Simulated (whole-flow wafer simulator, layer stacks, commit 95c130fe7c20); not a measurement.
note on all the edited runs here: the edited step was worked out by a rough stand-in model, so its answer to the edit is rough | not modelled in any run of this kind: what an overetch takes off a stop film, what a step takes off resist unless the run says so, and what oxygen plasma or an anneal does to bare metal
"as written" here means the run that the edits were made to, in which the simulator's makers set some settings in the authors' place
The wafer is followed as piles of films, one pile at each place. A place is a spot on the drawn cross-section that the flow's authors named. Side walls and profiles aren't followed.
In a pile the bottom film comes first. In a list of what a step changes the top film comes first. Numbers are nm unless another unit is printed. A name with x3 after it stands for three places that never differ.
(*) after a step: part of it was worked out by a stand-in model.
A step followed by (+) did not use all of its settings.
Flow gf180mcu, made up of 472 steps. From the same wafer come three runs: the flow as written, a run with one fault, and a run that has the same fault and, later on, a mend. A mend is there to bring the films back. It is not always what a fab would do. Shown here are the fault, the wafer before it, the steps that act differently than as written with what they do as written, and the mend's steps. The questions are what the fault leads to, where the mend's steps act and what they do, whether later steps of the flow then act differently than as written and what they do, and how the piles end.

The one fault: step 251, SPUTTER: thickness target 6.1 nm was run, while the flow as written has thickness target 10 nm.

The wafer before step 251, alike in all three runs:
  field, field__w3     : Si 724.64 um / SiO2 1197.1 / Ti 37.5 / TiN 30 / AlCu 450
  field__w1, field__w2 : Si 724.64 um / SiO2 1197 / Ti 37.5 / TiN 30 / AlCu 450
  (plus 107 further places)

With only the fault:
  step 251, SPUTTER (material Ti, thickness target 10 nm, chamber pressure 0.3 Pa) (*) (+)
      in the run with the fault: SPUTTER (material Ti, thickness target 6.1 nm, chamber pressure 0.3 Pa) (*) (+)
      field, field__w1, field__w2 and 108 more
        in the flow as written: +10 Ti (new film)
        in the run with the fault: +6.1 Ti (new film)
  Later steps of the flow acting differently than as written (5 other steps are not shown; they differ only slightly, by no more than 2% or 0.5 nm, whichever is larger):
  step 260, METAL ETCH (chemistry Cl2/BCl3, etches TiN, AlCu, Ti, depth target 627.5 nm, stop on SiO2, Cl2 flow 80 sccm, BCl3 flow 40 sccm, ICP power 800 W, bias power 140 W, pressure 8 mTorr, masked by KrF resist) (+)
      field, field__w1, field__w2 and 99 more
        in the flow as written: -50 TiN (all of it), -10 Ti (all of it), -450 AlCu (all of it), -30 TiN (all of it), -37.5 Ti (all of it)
        in the run with the fault: -50 TiN (all of it), -6.1 Ti (all of it), -450 AlCu (all of it), -30 TiN (all of it), -37.5 Ti (all of it)
  The piles end different from the flow's at field__w8, contact, m1 and 6 more by more than 2% or 0.5 nm, whichever is larger.
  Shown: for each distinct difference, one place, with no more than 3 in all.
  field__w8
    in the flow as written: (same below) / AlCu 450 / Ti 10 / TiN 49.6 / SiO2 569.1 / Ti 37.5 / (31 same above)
    in the run with the fault: (same below) / AlCu 450 / Ti 6.1 / TiN 49.6 / SiO2 573 / Ti 37.5 / (31 same above)
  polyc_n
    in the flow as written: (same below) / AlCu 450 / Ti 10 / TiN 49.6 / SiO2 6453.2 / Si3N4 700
    in the run with the fault: (same below) / AlCu 450 / Ti 6.1 / TiN 49.6 / SiO2 6457.1 / Si3N4 700
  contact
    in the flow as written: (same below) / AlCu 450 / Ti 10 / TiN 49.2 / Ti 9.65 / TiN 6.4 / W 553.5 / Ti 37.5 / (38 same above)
    in the run with the fault: (same below) / AlCu 450 / Ti 6.1 / TiN 49.2 / Ti 9.63 / TiN 6.39 / W 557.4 / Ti 37.5 / (38 same above)

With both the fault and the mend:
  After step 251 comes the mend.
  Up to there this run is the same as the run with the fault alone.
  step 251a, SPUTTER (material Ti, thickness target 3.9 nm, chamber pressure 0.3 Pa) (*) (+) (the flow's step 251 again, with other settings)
      field, field__w1, field__w2 and 108 more
        +3.9 Ti
  Every later step of the flow that is run acts as written at every place that is followed.
  At every place that both follow, the piles at the end match the flow's.
